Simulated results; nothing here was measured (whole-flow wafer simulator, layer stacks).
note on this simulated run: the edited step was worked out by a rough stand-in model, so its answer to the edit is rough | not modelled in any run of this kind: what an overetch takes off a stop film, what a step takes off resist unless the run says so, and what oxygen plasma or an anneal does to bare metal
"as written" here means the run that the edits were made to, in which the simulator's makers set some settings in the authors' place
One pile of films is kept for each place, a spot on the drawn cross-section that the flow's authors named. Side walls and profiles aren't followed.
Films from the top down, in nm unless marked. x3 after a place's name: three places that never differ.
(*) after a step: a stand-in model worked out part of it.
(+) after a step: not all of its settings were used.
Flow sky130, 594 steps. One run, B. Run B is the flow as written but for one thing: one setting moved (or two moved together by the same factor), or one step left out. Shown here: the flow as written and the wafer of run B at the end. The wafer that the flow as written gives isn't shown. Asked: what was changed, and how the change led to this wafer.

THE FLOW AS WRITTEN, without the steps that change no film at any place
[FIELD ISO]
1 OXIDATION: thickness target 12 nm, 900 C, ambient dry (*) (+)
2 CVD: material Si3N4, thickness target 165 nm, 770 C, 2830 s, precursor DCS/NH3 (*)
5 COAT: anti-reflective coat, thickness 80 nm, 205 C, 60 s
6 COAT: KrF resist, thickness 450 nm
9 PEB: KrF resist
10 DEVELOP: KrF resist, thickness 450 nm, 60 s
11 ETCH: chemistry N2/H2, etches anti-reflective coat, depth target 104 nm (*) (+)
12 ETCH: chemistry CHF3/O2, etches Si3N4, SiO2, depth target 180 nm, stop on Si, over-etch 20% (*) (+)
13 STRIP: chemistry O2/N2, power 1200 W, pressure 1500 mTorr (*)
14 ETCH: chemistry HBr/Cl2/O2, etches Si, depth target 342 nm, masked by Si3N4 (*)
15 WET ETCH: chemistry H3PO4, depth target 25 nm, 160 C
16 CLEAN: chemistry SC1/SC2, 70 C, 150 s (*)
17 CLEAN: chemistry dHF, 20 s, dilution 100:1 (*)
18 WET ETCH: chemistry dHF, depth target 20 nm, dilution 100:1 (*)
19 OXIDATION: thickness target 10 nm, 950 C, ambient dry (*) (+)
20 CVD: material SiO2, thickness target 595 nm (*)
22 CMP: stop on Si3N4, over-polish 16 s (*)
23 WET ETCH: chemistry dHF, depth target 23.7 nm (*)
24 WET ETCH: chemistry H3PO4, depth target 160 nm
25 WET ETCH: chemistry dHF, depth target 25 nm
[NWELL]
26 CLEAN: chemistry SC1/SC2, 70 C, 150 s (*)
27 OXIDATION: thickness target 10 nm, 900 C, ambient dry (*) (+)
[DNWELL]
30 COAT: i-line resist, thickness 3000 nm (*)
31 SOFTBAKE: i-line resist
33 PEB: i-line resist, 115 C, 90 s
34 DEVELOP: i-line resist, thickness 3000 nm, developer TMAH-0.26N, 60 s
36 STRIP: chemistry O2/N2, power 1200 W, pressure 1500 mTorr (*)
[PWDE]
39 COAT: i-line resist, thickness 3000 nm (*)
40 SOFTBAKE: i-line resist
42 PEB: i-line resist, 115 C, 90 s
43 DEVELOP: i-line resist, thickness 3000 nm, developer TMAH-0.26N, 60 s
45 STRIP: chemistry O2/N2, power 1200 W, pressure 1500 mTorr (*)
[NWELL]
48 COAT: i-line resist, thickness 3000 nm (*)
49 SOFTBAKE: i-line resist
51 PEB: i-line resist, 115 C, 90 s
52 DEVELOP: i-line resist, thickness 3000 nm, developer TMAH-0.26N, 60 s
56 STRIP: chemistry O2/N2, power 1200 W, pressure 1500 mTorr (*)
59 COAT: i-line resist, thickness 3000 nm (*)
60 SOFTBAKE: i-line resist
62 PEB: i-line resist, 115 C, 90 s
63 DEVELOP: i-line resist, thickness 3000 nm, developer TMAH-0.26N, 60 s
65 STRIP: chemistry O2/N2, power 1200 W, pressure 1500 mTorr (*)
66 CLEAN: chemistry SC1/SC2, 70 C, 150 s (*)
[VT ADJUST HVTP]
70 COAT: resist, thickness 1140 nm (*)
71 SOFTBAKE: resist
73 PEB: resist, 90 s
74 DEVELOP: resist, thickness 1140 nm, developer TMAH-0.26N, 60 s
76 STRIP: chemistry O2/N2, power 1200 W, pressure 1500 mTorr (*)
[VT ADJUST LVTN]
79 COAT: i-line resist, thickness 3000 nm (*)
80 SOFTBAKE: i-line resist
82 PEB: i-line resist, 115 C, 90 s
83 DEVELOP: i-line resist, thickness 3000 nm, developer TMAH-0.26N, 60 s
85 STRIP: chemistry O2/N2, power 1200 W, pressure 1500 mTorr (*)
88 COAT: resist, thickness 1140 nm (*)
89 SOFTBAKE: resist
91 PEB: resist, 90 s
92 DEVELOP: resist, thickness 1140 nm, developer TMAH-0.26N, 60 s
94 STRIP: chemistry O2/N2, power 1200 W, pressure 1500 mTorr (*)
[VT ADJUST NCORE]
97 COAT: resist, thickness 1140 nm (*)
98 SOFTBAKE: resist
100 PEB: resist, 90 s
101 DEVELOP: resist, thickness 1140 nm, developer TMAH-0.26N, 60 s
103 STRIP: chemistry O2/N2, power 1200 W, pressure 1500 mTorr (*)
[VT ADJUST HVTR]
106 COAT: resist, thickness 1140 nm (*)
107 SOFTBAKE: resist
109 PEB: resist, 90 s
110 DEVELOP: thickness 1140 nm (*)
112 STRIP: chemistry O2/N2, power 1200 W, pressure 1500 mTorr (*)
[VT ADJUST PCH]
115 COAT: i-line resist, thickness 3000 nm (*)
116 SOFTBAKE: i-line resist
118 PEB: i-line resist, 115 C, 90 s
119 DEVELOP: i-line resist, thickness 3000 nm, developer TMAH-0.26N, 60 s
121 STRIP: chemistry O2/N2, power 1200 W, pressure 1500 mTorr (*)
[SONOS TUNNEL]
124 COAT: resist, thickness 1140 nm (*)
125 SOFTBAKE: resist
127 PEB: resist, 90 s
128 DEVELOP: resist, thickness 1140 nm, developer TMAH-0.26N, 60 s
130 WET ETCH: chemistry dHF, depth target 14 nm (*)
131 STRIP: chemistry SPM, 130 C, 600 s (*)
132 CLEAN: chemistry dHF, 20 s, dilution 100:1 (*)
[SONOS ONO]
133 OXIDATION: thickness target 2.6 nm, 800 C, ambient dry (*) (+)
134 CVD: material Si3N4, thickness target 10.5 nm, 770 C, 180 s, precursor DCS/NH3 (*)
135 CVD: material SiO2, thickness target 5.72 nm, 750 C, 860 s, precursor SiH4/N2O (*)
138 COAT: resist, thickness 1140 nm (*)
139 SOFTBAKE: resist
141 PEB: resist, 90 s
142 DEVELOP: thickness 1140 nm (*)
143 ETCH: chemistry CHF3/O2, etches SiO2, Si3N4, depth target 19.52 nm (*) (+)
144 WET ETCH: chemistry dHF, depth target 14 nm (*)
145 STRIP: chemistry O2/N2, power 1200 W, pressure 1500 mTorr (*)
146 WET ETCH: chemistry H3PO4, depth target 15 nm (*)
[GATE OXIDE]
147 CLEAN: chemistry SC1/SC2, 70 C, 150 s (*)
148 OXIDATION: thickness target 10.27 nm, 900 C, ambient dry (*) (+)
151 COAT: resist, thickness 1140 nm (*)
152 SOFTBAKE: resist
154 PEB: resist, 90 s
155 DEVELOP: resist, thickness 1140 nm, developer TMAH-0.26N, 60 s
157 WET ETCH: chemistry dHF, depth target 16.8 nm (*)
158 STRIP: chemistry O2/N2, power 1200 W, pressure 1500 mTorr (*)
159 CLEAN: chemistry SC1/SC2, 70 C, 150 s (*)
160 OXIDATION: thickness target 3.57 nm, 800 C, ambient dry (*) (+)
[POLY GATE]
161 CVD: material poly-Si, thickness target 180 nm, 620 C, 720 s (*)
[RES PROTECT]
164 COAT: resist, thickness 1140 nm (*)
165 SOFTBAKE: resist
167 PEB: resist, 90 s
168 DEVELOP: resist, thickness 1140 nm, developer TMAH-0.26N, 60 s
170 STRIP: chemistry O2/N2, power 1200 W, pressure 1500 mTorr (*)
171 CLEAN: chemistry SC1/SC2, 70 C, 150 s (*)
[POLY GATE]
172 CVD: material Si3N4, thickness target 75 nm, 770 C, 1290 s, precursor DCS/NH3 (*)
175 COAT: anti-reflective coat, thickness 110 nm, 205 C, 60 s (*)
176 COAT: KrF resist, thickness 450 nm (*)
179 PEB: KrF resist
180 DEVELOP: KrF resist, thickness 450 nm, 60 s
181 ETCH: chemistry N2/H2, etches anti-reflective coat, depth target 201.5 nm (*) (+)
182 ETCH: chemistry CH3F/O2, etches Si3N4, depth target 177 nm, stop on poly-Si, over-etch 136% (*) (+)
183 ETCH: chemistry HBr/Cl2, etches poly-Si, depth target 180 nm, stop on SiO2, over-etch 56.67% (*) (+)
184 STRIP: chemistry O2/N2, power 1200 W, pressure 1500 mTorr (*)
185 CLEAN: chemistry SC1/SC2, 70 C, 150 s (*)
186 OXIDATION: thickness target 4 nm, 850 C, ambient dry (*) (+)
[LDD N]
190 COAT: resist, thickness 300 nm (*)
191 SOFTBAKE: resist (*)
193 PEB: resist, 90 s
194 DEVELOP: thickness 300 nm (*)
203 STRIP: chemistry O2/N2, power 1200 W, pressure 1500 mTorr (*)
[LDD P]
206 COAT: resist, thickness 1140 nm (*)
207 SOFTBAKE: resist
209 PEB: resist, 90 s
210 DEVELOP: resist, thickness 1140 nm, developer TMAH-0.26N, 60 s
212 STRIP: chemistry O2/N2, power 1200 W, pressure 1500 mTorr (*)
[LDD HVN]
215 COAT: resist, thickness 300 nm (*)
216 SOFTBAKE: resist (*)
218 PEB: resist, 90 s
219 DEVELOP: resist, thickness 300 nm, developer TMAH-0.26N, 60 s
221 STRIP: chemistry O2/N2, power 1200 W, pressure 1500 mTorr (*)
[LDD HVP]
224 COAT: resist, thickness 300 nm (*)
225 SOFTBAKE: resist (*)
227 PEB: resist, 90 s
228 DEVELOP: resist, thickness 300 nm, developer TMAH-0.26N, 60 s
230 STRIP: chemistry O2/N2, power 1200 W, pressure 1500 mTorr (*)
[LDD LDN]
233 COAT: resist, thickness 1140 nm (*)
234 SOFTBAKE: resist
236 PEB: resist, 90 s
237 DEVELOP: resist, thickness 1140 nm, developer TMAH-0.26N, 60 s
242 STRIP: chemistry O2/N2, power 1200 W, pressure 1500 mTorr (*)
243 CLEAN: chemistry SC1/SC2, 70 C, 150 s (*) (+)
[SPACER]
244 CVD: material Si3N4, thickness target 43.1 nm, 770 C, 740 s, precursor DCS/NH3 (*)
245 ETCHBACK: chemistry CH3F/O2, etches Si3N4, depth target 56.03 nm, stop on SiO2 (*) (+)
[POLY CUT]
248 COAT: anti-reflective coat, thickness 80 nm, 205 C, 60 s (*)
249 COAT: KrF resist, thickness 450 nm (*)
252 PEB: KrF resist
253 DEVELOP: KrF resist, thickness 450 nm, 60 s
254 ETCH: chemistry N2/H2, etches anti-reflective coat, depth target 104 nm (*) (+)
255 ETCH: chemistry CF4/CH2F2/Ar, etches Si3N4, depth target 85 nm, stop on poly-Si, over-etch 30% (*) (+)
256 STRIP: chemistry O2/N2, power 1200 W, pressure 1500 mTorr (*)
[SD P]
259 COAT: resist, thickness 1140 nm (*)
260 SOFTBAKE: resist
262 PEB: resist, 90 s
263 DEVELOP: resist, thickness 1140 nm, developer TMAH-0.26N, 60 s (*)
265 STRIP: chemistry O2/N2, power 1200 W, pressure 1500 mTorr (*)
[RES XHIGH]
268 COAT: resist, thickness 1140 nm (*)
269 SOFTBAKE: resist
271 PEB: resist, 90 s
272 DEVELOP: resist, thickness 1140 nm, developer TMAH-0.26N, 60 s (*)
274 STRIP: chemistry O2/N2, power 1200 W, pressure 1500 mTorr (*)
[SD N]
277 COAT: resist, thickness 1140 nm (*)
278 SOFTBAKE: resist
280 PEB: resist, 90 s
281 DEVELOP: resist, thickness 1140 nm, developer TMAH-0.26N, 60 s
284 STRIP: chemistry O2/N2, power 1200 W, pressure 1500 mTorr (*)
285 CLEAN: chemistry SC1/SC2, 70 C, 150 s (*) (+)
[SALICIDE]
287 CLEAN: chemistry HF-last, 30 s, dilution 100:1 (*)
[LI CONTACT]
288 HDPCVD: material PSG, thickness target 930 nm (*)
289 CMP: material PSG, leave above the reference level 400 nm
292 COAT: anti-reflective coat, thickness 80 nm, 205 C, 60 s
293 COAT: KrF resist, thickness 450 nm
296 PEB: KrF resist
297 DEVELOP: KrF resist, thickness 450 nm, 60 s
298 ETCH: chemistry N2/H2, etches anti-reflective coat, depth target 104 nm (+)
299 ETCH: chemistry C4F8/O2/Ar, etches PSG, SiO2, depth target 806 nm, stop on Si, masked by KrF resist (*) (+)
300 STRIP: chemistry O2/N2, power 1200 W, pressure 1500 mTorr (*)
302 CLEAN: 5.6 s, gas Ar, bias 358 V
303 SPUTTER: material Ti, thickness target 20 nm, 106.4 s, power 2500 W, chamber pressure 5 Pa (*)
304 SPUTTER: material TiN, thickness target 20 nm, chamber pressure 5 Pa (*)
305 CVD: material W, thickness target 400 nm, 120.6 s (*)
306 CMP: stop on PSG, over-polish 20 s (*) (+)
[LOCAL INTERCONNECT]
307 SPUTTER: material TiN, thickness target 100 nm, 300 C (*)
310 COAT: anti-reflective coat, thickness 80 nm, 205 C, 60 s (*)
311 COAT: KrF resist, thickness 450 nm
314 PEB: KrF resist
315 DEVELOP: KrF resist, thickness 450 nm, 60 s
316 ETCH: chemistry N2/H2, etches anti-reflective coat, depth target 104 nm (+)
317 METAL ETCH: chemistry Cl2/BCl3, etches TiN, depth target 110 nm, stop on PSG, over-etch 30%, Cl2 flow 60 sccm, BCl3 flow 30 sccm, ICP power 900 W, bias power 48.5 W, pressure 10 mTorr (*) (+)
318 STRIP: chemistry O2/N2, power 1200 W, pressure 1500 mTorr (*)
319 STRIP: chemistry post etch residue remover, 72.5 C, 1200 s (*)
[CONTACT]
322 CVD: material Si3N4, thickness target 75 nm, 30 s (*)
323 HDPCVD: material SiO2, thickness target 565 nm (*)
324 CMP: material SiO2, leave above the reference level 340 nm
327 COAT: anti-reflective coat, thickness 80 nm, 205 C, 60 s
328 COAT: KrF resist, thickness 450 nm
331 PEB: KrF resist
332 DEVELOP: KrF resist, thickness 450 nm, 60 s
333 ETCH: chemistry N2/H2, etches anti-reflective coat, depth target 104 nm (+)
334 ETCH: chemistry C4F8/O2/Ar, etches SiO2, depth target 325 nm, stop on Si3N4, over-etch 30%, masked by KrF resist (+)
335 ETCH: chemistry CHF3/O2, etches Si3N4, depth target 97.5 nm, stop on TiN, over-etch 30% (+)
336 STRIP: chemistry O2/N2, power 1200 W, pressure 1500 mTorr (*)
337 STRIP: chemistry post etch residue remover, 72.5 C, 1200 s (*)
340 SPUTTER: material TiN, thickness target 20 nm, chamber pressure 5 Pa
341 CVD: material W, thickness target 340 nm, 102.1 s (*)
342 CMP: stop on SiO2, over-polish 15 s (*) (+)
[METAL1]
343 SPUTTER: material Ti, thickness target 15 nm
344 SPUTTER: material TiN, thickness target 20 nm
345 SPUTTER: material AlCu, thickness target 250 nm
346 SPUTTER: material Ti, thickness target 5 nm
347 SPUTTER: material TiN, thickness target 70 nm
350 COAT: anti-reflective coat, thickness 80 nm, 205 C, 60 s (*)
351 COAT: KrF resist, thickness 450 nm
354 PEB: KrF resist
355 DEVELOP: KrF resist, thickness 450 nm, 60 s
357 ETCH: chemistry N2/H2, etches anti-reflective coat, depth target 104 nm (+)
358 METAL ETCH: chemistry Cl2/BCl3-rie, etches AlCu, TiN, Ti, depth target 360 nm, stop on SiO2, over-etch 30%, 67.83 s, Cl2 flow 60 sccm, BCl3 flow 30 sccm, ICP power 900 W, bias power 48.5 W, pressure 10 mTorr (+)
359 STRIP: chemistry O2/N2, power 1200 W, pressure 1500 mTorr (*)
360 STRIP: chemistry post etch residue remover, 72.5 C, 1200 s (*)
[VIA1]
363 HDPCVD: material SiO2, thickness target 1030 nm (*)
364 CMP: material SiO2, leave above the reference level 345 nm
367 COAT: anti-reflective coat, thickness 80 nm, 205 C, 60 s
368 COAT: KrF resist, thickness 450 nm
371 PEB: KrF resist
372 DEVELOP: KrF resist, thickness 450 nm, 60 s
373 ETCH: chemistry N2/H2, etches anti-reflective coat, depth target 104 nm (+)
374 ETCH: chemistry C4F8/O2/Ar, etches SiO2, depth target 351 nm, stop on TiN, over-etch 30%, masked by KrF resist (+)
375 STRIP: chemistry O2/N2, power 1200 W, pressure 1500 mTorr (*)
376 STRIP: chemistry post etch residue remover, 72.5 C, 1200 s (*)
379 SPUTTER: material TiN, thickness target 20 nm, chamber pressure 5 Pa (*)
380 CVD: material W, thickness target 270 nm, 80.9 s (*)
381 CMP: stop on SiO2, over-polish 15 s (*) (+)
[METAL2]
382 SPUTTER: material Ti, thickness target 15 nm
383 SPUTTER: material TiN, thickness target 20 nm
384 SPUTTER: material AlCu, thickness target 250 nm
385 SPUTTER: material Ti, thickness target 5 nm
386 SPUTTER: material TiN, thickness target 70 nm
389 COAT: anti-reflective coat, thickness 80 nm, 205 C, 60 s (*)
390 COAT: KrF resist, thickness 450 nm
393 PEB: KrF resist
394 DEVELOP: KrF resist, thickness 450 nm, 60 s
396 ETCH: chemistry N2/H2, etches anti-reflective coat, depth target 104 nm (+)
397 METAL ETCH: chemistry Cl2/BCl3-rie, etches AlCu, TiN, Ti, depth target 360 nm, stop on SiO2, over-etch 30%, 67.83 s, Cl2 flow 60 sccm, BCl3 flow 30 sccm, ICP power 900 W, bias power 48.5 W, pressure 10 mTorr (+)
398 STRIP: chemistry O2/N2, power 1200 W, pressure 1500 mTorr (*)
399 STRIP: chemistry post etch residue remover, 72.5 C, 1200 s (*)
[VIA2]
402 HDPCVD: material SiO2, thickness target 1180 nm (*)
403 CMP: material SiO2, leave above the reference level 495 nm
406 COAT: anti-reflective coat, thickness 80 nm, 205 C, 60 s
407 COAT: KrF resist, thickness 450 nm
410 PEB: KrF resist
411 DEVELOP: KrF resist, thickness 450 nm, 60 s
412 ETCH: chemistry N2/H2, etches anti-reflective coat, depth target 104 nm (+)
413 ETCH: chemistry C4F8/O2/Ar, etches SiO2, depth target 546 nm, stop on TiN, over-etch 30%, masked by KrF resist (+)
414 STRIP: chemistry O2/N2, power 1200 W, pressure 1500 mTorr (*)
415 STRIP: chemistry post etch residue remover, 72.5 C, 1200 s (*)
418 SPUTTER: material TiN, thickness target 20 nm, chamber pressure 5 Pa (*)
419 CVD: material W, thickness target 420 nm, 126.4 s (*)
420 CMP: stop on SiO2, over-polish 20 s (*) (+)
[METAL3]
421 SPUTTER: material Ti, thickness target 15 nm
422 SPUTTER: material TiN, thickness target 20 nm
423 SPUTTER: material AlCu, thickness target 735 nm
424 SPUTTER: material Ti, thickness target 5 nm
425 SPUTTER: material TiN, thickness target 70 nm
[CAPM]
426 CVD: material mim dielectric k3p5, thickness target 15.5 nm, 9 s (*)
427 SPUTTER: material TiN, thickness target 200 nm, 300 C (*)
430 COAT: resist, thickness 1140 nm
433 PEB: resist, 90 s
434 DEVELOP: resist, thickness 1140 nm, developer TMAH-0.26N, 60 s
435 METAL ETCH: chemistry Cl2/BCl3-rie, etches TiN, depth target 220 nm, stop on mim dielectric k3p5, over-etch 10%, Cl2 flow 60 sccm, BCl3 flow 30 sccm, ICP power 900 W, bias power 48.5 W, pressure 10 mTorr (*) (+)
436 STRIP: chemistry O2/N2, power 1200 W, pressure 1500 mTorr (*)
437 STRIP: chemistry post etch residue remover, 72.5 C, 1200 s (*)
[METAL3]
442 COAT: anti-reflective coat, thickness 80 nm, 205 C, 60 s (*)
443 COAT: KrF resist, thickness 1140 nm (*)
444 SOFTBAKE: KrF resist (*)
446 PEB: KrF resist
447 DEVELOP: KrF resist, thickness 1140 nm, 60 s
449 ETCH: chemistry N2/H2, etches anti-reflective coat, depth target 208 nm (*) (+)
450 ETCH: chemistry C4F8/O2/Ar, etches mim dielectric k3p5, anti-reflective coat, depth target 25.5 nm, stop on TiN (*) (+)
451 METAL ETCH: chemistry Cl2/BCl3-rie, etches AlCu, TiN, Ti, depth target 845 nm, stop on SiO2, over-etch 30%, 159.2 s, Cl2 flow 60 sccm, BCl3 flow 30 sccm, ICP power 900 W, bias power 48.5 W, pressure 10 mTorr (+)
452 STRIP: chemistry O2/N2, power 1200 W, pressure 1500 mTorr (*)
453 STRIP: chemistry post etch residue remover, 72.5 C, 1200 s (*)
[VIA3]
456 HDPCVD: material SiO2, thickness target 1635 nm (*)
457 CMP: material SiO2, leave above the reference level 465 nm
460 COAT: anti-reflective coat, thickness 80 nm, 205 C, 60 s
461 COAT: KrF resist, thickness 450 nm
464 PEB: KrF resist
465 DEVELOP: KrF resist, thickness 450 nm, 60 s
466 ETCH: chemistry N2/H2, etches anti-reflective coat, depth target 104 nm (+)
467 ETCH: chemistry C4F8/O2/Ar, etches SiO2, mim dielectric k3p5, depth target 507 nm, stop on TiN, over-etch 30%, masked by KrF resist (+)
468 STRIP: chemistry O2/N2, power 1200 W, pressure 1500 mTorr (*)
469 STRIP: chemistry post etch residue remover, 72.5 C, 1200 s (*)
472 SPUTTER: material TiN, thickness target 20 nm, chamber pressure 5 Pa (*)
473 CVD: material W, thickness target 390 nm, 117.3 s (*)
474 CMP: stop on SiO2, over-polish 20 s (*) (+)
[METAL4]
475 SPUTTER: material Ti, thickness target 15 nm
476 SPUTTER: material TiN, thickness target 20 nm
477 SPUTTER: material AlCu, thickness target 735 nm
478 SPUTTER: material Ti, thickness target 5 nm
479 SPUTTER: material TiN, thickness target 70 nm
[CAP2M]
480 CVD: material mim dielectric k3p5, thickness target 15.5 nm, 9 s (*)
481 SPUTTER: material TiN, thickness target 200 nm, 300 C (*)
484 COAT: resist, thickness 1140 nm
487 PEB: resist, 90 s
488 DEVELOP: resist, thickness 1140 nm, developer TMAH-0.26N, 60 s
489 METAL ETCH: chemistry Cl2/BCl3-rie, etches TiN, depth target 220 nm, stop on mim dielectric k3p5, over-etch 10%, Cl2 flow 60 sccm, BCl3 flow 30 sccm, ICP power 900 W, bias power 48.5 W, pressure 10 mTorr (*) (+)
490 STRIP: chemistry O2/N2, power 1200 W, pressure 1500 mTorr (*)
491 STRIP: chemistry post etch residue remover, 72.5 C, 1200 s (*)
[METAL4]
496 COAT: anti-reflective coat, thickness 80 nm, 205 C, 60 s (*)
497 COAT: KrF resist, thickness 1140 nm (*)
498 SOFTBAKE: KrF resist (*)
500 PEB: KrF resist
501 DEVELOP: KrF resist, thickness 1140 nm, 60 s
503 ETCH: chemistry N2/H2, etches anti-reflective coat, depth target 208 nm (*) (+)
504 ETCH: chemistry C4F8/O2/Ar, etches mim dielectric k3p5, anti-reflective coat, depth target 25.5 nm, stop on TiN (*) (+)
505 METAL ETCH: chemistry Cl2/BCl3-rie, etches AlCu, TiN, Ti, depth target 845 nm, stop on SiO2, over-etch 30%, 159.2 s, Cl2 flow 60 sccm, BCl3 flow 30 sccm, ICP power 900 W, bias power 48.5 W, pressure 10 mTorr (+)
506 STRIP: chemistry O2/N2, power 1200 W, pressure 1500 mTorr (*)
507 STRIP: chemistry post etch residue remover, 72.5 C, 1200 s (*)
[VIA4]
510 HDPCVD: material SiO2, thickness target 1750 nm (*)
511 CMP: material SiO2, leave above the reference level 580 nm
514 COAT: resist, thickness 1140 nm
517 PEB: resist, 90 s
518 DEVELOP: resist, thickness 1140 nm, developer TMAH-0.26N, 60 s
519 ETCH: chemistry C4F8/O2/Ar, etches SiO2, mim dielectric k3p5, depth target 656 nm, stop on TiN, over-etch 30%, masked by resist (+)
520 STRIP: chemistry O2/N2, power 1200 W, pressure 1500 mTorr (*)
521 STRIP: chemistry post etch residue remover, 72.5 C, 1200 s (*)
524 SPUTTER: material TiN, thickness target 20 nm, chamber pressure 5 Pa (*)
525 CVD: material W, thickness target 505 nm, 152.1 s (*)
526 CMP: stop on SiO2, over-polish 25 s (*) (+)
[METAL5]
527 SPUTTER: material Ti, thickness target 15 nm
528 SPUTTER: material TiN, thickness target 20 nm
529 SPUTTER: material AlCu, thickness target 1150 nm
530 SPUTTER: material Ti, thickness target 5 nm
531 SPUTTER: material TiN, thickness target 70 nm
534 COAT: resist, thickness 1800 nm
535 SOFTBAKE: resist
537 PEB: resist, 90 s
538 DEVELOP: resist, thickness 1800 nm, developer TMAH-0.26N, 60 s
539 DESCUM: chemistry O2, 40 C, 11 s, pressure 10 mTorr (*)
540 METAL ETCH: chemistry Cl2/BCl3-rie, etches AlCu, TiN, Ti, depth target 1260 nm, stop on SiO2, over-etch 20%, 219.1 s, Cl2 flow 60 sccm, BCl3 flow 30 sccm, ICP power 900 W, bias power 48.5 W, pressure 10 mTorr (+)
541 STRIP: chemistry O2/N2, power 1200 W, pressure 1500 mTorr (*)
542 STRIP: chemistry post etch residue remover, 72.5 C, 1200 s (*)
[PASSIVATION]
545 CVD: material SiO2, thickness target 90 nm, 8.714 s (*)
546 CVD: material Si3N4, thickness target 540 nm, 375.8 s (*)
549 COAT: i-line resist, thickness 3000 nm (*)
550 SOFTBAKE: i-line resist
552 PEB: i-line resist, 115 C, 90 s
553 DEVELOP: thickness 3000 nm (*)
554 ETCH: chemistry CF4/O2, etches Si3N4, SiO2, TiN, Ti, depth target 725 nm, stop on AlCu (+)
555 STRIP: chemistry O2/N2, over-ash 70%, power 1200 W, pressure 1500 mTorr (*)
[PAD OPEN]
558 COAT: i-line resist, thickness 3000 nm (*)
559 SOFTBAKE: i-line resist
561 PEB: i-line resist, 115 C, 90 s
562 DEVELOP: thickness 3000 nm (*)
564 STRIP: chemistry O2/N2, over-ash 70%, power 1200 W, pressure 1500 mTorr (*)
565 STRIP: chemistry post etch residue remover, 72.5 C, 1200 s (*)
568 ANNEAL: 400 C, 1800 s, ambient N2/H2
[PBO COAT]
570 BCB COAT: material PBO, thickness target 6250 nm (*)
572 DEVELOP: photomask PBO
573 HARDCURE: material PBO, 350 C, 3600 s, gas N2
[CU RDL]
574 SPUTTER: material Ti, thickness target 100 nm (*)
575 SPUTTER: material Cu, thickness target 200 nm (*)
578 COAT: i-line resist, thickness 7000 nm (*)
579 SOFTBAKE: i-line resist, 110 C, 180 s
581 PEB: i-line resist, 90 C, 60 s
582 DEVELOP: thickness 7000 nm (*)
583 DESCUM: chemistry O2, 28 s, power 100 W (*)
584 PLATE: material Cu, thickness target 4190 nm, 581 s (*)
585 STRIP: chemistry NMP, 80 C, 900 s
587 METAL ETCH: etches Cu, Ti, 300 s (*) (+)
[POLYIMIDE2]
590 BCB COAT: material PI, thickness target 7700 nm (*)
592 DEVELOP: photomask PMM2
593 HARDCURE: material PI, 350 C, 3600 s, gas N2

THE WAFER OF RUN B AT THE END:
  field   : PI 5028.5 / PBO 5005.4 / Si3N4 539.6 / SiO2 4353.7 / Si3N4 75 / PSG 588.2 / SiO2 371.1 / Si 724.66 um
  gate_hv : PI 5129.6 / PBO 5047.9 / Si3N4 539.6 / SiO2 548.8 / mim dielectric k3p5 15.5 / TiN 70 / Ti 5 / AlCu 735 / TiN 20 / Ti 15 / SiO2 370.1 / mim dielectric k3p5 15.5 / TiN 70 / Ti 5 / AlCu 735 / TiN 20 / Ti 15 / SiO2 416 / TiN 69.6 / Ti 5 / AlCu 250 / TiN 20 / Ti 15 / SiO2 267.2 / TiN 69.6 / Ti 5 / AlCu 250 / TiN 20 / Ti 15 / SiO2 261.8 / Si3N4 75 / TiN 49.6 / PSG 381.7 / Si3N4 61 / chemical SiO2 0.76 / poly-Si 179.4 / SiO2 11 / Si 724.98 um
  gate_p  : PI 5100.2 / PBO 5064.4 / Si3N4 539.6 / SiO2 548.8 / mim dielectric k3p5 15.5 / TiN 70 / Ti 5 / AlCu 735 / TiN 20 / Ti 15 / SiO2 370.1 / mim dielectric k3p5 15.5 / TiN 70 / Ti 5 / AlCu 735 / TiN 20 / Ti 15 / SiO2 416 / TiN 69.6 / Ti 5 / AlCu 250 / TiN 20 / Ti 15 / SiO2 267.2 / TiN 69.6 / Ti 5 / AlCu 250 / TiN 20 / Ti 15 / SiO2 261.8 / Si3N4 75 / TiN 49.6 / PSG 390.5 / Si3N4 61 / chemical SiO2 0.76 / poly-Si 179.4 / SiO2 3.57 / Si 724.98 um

The cause: step 307, SPUTTER: thickness target 50 nm was run, where the flow has thickness target 100 nm.

How the change led to this, step by step:
  307 SPUTTER: material TiN, thickness target 100 nm, 300 C (*)
      field, active, n_well and 188 more: TiN +50 (new film) (as written it would be: TiN +100 (new film))
  317 METAL ETCH: chemistry Cl2/BCl3, etches TiN, depth target 110 nm, stop on PSG, over-etch 30%, Cl2 flow 60 sccm, BCl3 flow 30 sccm, ICP power 900 W, bias power 48.5 W, pressure 10 mTorr (*) (+)
      n_well, p_well, gate_hv and 97 more: KrF resist -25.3 (as written it would be: KrF resist -44)
      field, active, gate and 88 more: TiN -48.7 (all of it) (as written it would be: TiN -98.7 (all of it))
  318 STRIP: chemistry O2/N2, power 1200 W, pressure 1500 mTorr (*)
      n_well, p_well, gate_hv and 93 more: KrF resist -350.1 (all of it), anti-reflective coat -80 (all of it) (as written it would be: KrF resist -331.4 (all of it), anti-reflective coat -80 (all of it))
      poly_licon, rpo_hd_licon: KrF resist -350.2 (all of it), anti-reflective coat -80.4 (all of it) (as written it would be: KrF resist -331.5 (all of it), anti-reflective coat -80.4 (all of it))
      (and at 2 more places)
  324 CMP: material SiO2, leave above the reference level 340 nm
      field, active, gate and 88 more: SiO2 -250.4 (as written it would be: SiO2 -200.4)
